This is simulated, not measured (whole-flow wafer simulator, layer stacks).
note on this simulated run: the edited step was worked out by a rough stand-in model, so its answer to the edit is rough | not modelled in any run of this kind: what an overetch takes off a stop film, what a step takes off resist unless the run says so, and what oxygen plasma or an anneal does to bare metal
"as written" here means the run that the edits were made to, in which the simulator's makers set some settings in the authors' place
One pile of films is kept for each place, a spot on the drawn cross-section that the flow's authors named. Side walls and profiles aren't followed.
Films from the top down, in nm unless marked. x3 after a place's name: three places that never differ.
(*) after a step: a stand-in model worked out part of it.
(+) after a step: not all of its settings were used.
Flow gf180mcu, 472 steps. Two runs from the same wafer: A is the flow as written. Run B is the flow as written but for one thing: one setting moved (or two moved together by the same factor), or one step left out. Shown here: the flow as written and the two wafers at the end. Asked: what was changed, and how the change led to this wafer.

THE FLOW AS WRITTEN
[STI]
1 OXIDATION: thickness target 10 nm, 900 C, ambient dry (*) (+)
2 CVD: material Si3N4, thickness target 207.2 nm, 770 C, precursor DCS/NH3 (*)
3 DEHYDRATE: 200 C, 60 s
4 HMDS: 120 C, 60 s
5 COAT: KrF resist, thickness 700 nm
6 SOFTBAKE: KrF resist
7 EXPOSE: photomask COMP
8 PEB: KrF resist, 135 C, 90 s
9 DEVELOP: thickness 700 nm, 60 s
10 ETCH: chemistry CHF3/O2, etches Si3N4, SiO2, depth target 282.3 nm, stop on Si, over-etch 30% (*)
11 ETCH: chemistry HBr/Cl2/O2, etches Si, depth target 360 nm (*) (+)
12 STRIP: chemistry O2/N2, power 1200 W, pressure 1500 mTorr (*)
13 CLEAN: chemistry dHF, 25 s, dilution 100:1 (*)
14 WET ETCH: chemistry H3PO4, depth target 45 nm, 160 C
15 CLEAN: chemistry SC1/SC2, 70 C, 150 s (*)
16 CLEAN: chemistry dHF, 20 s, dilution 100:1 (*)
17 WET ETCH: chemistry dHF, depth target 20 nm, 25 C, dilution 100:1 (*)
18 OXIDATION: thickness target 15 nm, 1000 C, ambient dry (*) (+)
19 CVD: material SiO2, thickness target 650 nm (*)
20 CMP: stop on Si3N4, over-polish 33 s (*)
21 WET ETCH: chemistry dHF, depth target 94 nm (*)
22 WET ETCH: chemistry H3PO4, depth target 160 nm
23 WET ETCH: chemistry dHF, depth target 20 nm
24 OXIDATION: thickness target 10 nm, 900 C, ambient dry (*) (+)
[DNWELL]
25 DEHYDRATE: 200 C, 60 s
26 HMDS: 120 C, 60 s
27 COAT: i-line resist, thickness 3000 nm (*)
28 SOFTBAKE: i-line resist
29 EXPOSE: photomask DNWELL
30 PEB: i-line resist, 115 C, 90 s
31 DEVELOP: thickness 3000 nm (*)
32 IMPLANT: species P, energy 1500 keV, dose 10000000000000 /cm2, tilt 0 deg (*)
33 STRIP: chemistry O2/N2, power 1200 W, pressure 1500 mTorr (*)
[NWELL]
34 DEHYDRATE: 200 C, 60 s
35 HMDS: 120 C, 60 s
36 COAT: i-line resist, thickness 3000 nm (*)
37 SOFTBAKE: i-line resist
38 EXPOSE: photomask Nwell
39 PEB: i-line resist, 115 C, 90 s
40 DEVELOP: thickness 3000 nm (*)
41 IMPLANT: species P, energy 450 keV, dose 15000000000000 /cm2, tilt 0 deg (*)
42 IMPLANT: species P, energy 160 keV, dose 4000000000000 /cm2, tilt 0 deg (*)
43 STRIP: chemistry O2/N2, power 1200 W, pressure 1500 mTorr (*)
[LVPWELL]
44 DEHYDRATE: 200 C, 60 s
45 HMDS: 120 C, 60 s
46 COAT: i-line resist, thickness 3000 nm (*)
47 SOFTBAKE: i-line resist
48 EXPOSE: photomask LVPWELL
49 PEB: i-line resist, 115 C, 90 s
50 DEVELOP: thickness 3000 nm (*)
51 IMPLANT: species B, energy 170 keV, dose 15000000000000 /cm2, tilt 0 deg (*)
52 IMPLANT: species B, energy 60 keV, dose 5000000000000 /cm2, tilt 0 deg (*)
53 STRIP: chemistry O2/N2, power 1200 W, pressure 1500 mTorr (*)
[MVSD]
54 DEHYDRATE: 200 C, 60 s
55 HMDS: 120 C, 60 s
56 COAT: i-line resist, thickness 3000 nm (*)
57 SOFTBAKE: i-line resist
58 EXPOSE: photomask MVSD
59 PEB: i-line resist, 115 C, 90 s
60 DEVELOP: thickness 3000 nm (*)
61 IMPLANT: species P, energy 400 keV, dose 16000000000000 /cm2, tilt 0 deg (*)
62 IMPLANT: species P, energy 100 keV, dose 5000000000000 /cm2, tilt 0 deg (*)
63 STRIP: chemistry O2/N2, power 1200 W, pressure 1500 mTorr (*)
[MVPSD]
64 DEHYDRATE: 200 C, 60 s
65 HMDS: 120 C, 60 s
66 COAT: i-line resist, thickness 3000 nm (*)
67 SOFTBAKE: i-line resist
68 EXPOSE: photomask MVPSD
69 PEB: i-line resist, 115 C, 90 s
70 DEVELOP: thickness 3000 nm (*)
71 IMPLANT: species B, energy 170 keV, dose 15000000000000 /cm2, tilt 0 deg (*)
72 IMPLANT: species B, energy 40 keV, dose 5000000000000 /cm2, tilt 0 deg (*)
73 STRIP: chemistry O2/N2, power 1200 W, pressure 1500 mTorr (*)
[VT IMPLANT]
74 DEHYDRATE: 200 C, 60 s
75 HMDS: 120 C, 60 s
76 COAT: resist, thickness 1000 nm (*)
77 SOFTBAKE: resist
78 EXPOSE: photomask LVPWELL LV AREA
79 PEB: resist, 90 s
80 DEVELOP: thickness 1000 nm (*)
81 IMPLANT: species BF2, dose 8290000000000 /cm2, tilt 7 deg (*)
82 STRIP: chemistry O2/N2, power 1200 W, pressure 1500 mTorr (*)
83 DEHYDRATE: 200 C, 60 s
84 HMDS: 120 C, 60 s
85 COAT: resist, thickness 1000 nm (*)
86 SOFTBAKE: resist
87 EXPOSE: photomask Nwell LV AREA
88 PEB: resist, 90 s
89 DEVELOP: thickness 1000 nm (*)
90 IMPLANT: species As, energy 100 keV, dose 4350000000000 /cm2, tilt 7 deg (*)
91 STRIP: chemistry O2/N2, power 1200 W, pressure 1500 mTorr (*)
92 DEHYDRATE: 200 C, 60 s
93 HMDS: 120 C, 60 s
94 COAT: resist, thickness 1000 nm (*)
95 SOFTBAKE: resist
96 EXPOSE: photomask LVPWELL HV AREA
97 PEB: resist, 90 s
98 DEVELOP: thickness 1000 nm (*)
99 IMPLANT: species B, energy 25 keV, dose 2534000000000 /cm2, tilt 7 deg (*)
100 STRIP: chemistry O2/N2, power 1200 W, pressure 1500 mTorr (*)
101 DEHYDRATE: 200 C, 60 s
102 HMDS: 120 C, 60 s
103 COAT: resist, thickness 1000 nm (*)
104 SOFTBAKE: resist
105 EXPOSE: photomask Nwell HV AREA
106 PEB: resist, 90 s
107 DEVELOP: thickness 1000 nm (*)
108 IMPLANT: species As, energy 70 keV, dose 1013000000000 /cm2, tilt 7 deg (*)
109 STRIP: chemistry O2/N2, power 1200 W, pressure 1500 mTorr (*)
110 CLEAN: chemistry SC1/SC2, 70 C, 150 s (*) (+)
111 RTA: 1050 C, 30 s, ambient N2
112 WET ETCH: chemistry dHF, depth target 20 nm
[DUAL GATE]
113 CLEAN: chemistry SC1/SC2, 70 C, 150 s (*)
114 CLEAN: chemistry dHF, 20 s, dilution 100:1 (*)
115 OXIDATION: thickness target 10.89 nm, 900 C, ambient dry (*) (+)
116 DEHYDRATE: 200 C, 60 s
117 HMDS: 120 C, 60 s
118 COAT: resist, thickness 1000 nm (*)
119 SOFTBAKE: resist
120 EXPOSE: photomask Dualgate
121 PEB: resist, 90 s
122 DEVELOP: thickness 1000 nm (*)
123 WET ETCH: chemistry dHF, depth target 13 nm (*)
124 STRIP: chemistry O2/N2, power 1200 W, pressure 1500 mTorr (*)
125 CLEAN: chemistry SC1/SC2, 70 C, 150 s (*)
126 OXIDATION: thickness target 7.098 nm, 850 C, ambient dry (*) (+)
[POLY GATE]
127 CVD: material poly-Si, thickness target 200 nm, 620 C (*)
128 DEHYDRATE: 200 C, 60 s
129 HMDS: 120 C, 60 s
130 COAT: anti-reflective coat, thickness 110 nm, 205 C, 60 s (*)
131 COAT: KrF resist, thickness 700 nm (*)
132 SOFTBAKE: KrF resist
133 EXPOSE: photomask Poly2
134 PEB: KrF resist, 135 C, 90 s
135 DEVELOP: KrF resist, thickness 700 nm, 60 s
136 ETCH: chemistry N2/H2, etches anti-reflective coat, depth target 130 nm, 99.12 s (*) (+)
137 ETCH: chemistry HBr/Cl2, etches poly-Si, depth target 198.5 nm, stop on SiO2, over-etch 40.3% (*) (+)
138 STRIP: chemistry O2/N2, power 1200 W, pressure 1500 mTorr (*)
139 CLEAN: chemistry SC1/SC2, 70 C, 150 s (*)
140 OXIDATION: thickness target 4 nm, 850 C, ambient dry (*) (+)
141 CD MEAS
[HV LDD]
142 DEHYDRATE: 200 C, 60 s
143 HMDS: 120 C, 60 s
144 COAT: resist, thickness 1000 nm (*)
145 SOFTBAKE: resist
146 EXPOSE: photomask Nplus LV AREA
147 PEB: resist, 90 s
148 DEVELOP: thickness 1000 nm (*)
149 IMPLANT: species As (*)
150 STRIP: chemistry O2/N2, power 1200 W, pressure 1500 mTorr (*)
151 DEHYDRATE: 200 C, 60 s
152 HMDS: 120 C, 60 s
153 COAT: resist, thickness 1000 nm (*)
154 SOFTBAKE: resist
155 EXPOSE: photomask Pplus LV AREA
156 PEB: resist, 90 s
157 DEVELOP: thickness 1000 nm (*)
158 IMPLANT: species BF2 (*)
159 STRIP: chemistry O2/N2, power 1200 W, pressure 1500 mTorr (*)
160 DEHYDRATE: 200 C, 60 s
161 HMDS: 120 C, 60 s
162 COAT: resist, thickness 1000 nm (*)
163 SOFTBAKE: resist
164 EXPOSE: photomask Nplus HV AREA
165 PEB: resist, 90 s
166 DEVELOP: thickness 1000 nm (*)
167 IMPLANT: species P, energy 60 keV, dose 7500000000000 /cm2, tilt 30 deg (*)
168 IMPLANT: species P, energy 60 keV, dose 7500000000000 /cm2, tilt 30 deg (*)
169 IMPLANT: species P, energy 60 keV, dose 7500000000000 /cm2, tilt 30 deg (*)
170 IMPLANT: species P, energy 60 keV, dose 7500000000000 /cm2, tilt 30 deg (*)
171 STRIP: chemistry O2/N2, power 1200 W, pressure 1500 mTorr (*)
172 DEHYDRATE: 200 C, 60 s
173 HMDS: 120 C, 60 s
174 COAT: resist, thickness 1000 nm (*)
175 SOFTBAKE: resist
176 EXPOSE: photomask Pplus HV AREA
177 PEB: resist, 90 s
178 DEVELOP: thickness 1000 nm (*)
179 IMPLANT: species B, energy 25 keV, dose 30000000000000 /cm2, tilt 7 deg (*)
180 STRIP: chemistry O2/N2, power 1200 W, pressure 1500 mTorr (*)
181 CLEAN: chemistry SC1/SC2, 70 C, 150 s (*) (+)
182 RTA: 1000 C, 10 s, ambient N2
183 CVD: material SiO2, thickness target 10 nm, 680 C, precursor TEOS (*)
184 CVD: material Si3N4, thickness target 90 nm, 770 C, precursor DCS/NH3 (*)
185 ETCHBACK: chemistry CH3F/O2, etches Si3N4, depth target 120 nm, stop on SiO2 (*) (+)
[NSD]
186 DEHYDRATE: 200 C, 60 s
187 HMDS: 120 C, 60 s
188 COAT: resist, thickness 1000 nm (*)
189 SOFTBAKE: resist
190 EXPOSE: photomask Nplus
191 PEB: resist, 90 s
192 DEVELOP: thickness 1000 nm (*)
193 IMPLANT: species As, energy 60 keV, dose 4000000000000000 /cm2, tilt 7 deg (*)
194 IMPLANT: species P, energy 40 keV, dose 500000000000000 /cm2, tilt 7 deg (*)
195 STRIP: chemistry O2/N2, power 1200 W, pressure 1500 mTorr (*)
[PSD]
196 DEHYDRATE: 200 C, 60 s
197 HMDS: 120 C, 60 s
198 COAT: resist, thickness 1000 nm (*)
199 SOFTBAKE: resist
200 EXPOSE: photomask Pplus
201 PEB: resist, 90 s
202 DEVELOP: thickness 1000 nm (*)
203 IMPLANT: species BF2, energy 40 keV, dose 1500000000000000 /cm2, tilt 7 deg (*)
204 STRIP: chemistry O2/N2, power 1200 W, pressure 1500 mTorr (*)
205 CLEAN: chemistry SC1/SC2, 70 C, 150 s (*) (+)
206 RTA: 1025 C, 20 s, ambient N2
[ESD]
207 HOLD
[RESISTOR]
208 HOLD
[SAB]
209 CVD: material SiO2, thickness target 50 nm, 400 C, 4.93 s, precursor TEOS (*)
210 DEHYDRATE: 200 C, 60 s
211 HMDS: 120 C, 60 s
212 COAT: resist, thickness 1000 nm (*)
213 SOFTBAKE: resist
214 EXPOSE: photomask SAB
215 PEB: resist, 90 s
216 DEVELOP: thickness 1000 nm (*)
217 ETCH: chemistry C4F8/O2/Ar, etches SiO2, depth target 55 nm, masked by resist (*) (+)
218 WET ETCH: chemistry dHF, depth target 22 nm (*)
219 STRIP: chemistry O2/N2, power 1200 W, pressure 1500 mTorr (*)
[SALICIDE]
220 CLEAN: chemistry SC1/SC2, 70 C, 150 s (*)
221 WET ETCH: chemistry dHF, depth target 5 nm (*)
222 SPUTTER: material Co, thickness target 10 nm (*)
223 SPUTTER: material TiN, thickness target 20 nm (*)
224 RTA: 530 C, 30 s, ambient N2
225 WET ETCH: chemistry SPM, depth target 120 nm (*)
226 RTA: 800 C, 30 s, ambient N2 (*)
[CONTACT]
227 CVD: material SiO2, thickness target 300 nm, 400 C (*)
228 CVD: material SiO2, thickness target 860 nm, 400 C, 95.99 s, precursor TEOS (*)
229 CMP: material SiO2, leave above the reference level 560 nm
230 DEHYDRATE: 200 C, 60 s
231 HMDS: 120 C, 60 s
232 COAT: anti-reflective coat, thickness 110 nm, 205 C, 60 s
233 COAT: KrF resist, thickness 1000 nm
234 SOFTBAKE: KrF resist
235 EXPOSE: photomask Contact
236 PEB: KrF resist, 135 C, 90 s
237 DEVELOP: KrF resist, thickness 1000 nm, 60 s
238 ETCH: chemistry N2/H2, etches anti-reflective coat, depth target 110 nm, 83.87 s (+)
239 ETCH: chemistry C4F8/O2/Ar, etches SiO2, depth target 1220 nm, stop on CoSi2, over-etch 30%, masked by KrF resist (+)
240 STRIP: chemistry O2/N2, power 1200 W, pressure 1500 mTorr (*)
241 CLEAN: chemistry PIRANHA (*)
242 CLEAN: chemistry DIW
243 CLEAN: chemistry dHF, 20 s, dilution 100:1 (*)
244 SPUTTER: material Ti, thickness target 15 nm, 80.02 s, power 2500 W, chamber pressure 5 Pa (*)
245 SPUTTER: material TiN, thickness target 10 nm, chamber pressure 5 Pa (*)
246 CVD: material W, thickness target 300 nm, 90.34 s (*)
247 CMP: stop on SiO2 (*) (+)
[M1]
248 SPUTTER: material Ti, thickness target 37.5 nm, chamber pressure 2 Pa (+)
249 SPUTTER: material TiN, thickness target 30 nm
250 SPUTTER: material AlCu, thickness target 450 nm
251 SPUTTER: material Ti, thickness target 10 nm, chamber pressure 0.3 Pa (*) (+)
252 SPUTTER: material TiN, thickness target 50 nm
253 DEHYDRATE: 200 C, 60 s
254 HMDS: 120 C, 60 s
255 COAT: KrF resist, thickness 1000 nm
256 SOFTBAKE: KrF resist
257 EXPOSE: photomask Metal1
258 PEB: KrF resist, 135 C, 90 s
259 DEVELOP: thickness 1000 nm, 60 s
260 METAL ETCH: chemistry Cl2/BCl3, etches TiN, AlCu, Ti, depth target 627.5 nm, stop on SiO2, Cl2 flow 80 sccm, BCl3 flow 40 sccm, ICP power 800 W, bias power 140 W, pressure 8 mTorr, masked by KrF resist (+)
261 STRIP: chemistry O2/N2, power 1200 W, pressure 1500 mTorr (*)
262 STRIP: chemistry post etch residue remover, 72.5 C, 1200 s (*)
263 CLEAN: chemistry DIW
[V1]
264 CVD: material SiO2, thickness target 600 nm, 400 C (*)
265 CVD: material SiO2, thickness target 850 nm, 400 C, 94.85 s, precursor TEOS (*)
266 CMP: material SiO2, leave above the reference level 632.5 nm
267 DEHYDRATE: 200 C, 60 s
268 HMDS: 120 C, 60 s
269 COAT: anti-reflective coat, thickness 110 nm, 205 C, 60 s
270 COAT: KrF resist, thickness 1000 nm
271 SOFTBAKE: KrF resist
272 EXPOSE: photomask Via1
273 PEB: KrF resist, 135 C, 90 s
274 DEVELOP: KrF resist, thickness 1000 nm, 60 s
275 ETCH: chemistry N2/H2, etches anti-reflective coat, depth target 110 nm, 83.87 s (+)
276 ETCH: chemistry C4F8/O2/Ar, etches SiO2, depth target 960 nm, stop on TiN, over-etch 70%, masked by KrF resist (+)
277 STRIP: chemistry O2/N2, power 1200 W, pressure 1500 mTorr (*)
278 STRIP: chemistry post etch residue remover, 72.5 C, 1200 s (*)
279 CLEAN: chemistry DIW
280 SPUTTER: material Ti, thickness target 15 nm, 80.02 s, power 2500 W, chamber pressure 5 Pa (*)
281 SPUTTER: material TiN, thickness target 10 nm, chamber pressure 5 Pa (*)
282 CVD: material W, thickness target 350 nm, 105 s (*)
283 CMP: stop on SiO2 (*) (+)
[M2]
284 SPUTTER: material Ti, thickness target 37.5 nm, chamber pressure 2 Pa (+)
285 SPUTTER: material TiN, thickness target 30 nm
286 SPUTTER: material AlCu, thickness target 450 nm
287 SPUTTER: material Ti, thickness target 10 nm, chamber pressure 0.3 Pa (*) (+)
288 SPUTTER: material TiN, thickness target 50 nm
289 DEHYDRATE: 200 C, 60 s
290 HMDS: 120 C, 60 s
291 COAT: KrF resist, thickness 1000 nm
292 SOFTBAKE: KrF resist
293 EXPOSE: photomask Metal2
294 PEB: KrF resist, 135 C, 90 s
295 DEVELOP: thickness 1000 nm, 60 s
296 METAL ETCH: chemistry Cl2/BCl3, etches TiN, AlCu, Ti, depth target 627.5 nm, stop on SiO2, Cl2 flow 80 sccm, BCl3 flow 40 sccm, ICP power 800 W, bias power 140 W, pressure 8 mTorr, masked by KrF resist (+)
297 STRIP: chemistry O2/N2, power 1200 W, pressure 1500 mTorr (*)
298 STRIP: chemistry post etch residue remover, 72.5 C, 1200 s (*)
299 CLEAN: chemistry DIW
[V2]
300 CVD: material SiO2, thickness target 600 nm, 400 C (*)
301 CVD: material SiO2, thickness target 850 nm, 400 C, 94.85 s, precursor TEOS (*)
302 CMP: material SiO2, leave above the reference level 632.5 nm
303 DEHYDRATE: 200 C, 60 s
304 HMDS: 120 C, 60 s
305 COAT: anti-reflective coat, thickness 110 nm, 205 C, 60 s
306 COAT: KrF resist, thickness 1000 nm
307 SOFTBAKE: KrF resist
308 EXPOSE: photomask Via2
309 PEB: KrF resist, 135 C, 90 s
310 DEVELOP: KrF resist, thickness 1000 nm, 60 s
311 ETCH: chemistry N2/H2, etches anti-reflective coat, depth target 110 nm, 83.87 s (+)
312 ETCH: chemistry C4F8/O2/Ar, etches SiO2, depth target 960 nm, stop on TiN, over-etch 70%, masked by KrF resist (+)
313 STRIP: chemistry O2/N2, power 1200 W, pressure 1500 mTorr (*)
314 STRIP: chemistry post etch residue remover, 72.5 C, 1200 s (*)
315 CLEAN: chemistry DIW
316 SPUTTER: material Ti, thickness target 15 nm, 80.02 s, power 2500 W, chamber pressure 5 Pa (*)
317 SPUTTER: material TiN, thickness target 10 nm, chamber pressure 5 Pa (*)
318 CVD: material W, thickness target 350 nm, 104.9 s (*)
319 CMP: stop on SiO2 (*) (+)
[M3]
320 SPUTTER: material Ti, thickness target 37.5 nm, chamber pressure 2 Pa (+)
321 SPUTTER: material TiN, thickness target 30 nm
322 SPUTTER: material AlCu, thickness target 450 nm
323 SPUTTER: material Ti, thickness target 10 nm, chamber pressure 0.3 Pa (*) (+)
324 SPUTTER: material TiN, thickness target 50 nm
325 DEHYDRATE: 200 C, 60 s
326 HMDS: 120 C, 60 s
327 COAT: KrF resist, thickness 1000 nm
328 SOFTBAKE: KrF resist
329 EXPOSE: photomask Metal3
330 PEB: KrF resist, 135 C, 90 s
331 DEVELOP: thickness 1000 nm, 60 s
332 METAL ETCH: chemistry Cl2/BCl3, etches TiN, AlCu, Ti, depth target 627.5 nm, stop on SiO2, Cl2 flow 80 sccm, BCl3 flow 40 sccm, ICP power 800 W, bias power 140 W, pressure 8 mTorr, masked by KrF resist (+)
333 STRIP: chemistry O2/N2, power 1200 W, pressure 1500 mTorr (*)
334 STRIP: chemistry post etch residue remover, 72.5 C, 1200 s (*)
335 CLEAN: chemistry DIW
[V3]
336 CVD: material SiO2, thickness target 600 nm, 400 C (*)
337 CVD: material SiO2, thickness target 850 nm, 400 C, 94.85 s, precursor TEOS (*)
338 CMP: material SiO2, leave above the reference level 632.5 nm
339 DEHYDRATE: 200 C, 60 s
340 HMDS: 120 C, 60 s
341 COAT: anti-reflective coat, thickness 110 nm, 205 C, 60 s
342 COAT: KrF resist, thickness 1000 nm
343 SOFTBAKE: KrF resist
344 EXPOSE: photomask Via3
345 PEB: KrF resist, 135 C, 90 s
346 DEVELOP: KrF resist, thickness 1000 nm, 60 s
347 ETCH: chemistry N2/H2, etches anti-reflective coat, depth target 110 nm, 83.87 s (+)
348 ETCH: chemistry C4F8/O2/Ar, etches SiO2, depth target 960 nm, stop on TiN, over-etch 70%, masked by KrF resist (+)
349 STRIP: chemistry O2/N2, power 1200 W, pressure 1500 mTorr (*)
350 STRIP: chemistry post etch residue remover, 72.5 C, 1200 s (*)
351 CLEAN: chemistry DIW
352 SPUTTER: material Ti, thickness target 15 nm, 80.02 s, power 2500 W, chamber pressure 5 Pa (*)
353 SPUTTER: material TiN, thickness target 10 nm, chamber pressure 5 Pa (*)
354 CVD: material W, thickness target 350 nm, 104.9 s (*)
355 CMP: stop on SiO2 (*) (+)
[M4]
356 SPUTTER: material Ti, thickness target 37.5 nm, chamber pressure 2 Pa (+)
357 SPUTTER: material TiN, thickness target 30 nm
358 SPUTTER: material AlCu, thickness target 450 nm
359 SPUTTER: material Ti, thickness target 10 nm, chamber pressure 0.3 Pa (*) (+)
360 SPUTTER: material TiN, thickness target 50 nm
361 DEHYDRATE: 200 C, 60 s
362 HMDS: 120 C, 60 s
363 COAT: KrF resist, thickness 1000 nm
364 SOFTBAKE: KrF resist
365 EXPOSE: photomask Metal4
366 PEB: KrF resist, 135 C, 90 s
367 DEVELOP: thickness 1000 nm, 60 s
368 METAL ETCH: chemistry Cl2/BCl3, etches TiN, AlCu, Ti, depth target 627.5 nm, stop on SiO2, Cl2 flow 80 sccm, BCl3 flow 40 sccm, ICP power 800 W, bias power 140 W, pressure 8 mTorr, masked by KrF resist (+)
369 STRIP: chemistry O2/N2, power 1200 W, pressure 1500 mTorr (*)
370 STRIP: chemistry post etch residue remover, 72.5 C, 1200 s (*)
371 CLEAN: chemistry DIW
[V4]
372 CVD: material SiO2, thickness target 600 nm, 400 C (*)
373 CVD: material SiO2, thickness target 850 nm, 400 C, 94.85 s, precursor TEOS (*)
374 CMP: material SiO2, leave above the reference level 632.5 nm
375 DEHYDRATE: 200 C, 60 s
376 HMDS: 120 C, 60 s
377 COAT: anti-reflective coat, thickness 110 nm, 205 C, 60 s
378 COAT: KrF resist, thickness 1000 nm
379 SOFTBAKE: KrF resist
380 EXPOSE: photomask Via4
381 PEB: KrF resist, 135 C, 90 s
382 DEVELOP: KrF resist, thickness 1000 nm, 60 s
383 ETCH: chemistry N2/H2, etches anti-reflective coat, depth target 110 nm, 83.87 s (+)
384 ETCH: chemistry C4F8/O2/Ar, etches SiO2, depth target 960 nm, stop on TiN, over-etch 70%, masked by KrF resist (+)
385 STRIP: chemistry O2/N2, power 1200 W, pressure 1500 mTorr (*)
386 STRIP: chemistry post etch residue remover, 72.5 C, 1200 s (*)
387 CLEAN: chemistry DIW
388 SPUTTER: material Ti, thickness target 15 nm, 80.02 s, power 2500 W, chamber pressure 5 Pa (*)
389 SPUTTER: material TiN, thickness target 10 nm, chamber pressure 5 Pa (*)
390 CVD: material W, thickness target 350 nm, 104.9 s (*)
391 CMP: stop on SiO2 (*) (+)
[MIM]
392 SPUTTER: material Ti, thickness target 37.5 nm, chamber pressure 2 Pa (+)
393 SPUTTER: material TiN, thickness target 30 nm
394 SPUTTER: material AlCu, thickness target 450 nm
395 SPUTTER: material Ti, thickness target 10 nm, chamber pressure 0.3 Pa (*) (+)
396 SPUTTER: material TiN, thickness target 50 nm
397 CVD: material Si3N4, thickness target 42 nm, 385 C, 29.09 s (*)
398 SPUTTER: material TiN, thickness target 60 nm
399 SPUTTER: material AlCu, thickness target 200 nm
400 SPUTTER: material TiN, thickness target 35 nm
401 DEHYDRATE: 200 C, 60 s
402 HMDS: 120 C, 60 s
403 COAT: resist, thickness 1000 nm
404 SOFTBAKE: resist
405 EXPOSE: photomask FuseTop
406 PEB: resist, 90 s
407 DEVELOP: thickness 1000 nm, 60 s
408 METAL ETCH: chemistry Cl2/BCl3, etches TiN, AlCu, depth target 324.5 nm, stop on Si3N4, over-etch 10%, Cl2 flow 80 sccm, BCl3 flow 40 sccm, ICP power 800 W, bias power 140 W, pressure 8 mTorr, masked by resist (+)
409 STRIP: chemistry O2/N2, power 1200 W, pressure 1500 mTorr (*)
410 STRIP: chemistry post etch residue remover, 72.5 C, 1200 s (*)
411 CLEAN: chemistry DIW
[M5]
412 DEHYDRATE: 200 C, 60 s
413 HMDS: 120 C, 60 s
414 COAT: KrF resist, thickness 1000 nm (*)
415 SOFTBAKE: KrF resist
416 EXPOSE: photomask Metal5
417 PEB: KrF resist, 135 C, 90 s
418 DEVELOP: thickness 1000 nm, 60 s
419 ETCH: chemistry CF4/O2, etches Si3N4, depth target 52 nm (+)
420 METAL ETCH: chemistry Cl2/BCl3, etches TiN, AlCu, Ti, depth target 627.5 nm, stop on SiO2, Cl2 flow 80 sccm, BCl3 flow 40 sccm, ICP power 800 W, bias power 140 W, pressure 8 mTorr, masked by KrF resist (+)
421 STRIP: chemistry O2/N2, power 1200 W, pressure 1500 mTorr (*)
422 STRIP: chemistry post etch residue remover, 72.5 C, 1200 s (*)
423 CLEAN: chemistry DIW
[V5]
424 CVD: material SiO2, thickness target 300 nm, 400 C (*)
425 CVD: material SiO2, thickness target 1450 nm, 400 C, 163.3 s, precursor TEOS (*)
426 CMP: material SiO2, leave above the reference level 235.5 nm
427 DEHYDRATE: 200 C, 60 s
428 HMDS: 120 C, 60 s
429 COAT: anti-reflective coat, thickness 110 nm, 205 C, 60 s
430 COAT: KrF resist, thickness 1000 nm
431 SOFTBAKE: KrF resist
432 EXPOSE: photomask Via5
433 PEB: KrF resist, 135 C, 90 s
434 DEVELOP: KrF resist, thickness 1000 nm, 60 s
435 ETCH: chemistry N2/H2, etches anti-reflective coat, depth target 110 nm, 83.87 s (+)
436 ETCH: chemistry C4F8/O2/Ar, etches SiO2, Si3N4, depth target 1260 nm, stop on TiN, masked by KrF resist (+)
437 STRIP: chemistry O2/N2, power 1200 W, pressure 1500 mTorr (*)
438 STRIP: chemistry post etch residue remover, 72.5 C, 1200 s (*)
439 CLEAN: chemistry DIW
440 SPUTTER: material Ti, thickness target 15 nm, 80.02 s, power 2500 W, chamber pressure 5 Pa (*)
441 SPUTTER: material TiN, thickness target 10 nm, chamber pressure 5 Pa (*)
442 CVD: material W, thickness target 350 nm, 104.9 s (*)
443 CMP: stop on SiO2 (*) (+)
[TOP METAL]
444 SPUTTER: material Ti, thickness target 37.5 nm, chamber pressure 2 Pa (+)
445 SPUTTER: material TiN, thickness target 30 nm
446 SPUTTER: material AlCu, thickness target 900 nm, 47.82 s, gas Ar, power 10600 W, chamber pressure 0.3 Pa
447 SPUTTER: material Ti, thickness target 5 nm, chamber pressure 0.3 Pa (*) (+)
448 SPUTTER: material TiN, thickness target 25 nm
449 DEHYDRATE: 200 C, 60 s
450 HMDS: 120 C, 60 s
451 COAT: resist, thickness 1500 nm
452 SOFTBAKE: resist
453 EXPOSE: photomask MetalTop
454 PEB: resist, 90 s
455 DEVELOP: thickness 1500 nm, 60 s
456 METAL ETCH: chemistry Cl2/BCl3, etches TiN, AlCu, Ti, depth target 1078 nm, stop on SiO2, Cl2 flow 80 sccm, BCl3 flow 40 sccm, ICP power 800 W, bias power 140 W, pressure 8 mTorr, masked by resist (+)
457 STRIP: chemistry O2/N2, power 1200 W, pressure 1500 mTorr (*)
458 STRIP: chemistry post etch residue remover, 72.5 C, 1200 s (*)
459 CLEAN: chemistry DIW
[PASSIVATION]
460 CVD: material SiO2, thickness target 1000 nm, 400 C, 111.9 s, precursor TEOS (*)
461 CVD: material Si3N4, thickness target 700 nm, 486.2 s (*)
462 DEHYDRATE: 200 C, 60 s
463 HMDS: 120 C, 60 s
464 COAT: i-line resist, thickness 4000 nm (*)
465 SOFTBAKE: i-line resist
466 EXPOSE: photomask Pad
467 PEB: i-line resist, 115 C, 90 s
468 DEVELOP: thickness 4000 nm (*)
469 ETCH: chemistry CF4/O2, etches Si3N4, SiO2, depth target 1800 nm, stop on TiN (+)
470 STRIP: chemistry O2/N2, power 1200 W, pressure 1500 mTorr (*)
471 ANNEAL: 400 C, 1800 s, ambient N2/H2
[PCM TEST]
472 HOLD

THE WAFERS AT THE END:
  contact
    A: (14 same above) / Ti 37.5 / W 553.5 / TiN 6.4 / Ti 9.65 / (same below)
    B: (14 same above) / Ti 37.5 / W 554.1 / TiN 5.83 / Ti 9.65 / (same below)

The cause: step 389, SPUTTER: chamber pressure 3.2 Pa was run, where the flow has chamber pressure 5 Pa.

How the change led to this, step by step:
  389 SPUTTER: material TiN, thickness target 10 nm, chamber pressure 5 Pa (*)
      contact: A TiN +6.4 (new film) | B TiN +5.83 (new film)
